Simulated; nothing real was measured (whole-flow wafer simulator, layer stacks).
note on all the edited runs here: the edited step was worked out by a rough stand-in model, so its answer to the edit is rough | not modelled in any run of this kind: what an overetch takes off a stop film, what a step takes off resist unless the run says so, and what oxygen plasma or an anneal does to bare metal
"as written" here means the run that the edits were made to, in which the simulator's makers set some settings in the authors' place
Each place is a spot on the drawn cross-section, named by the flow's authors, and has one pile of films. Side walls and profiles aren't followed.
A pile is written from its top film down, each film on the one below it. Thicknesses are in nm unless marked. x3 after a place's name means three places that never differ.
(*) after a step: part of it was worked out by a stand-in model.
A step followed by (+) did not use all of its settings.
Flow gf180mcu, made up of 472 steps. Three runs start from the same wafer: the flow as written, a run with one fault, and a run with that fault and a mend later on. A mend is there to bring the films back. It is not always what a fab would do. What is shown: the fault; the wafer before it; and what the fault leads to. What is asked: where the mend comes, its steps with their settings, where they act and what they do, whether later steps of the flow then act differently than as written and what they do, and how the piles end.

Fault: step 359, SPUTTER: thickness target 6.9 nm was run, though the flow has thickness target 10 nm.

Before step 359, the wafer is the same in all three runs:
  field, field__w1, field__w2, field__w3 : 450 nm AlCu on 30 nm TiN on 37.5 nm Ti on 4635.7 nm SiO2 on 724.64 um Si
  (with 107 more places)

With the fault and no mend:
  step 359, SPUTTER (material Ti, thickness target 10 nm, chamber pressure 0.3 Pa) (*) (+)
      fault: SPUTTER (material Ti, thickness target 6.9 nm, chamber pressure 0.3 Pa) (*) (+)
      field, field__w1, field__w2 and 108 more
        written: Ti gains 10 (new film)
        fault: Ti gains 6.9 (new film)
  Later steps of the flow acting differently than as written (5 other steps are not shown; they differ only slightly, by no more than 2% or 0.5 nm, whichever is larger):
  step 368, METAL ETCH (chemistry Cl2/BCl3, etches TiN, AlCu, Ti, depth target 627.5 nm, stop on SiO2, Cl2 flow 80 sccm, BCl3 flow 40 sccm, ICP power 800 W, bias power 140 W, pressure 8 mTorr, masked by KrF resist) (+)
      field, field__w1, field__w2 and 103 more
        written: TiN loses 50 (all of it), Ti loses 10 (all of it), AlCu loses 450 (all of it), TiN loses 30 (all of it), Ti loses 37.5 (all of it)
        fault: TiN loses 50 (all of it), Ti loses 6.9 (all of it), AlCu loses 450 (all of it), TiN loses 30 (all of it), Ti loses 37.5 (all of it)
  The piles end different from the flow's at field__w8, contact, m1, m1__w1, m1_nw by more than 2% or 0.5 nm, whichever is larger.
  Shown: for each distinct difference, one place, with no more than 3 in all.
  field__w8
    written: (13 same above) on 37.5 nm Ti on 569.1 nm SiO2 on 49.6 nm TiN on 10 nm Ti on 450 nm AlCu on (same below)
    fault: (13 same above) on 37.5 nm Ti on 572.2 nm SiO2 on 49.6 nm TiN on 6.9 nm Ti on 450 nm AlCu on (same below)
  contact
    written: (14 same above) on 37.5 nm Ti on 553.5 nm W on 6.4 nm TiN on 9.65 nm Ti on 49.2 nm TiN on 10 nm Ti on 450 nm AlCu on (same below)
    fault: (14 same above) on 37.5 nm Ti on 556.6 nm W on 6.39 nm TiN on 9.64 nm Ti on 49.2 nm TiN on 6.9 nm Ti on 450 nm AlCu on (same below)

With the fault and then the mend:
  After step 359 comes the mend.
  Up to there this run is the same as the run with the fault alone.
  step 359a, SPUTTER (material Ti, thickness target 3.1 nm, chamber pressure 0.3 Pa) (*) (+) (a further turn of the flow's step 359, with different settings)
      field, field__w1, field__w2 and 108 more
        Ti gains 3.1
  Later steps of the flow that are run all act as written at every place that is followed.
  At every place that both follow, the piles at the end match the flow's.
